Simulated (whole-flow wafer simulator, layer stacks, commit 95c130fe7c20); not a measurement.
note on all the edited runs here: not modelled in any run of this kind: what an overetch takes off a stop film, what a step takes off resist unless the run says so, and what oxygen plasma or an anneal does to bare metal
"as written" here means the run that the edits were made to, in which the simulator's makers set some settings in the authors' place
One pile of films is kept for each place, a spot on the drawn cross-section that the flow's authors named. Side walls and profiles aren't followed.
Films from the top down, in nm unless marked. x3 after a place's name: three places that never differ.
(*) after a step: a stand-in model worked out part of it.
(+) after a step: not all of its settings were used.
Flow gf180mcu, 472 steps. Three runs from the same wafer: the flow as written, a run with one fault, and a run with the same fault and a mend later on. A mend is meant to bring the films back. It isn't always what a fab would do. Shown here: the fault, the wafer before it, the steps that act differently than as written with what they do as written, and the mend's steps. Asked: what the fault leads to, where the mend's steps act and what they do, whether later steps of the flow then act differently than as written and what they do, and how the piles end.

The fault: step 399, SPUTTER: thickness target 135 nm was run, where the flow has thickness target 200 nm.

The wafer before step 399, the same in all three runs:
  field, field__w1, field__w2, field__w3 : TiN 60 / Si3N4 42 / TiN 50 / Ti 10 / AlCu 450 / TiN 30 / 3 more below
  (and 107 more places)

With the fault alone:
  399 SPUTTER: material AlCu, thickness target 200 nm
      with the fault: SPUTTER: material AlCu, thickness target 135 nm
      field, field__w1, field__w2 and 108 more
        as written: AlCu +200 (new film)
        with the fault: AlCu +135 (new film)
  Later steps of the flow that act differently than as written (4 more steps differ only slightly, by at most 2% or 0.5 nm, whichever is larger, and aren't shown):
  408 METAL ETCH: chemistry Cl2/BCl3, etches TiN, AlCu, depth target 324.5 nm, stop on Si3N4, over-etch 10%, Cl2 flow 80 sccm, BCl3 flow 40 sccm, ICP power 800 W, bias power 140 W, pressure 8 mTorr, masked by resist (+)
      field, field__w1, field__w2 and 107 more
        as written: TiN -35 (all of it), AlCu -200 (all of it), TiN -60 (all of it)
        with the fault: TiN -35 (all of it), AlCu -135 (all of it), TiN -60 (all of it)
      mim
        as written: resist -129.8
        with the fault: resist -101.2
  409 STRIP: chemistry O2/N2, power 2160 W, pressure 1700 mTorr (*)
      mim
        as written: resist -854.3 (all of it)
        with the fault: resist -882.9 (all of it)
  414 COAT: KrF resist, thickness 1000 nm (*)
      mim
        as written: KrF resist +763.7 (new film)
        with the fault: KrF resist +813.8 (new film)
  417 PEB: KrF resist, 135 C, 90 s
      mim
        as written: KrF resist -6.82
        with the fault: KrF resist -7.62
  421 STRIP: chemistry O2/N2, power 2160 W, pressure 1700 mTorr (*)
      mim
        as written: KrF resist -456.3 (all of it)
        with the fault: KrF resist -505.6 (all of it)
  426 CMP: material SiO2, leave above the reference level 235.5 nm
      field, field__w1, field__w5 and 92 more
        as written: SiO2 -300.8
        with the fault: SiO2 -365.8
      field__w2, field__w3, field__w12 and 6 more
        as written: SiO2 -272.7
        with the fault: SiO2 -337.7
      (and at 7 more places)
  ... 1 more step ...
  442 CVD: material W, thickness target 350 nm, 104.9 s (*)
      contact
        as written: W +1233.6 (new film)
        with the fault: W +1168.1 (new film)
  At the end the piles differ from the flow's by more than 2% or 0.5 nm, whichever is larger, at field__w4, field__w8, contact, m1, m1__w1, mim, mim_1p0, m1_nw.
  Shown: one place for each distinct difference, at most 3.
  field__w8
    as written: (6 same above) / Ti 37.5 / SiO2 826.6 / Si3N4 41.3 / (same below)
    with the fault: (6 same above) / Ti 37.5 / SiO2 761.6 / Si3N4 41.3 / (same below)
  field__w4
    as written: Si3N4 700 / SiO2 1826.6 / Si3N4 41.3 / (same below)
    with the fault: Si3N4 700 / SiO2 1761.6 / Si3N4 41.3 / (same below)
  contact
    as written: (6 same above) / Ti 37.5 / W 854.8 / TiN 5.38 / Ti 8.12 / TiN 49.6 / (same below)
    with the fault: (6 same above) / Ti 37.5 / W 789.3 / TiN 5.59 / Ti 8.43 / TiN 49.6 / (same below)

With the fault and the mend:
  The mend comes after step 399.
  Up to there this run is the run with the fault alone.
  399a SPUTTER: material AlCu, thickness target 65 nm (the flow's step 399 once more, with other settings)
      field, field__w1, field__w2 and 108 more
        AlCu +65
  No later step of the flow acts differently than as written at any place that is followed.
  At the end the piles are the same as the flow's at every place that both follow.
